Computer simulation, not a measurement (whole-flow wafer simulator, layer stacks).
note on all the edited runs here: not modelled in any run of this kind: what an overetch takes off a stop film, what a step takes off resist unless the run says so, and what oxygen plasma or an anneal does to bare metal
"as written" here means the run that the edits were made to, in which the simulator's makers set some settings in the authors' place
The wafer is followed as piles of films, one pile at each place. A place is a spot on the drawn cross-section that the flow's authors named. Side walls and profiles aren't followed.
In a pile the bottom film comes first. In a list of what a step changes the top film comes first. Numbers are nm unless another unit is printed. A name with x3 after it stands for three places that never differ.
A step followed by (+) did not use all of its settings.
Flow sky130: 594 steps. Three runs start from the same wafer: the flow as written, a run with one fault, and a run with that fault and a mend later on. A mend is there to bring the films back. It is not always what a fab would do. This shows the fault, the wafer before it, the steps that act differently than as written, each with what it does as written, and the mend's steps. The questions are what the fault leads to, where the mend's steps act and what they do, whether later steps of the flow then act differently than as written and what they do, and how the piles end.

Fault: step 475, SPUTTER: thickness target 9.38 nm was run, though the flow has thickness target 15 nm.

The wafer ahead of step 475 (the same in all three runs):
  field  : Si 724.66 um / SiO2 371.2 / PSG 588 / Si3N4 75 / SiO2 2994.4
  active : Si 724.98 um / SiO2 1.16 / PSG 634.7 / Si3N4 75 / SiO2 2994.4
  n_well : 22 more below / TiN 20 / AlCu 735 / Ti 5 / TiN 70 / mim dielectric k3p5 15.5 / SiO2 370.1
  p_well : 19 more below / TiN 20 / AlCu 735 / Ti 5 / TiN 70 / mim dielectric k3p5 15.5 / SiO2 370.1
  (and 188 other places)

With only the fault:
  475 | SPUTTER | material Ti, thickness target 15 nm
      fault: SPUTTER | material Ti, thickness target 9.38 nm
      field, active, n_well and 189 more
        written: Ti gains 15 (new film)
        fault: Ti gains 9.38 (new film)
  Steps later in the flow that act otherwise than as written (not shown: 6 more steps that differ only slightly, by at most 2% or 0.5 nm, whichever is larger):
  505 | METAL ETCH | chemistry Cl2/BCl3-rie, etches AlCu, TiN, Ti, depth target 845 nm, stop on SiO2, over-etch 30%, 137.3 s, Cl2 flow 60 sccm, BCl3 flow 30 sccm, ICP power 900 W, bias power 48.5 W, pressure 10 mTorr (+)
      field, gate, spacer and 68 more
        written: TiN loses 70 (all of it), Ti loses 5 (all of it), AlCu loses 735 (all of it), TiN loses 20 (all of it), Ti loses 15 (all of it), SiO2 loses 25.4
        fault: TiN loses 70 (all of it), Ti loses 5 (all of it), AlCu loses 735 (all of it), TiN loses 20 (all of it), Ti loses 9.38 (all of it), SiO2 loses 25.9
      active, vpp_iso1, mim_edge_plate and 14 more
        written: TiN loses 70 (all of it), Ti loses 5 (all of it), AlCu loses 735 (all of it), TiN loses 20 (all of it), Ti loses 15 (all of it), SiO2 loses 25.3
        fault: TiN loses 70 (all of it), Ti loses 5 (all of it), AlCu loses 735 (all of it), TiN loses 20 (all of it), Ti loses 9.38 (all of it), SiO2 loses 25.9
  The piles end different from the flow's at n_well, p_well, gate_hv and 102 more by more than 2% or 0.5 nm, whichever is larger.
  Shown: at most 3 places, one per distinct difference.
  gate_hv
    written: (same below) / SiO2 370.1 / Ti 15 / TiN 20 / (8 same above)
    fault: (same below) / SiO2 370.1 / Ti 9.38 / TiN 20 / (8 same above)
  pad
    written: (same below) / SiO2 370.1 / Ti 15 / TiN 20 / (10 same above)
    fault: (same below) / SiO2 370.1 / Ti 9.38 / TiN 20 / (10 same above)
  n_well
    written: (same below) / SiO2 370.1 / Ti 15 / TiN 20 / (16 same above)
    fault: (same below) / SiO2 370.1 / Ti 9.38 / TiN 20 / (16 same above)

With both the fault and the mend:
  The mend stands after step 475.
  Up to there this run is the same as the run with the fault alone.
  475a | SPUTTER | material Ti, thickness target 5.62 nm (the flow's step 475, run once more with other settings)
      field, active, n_well and 189 more
        Ti gains 5.62
  Later steps of the flow that are run all act as written at every place that is followed.
  At every place that both follow, the piles at the end match the flow's.
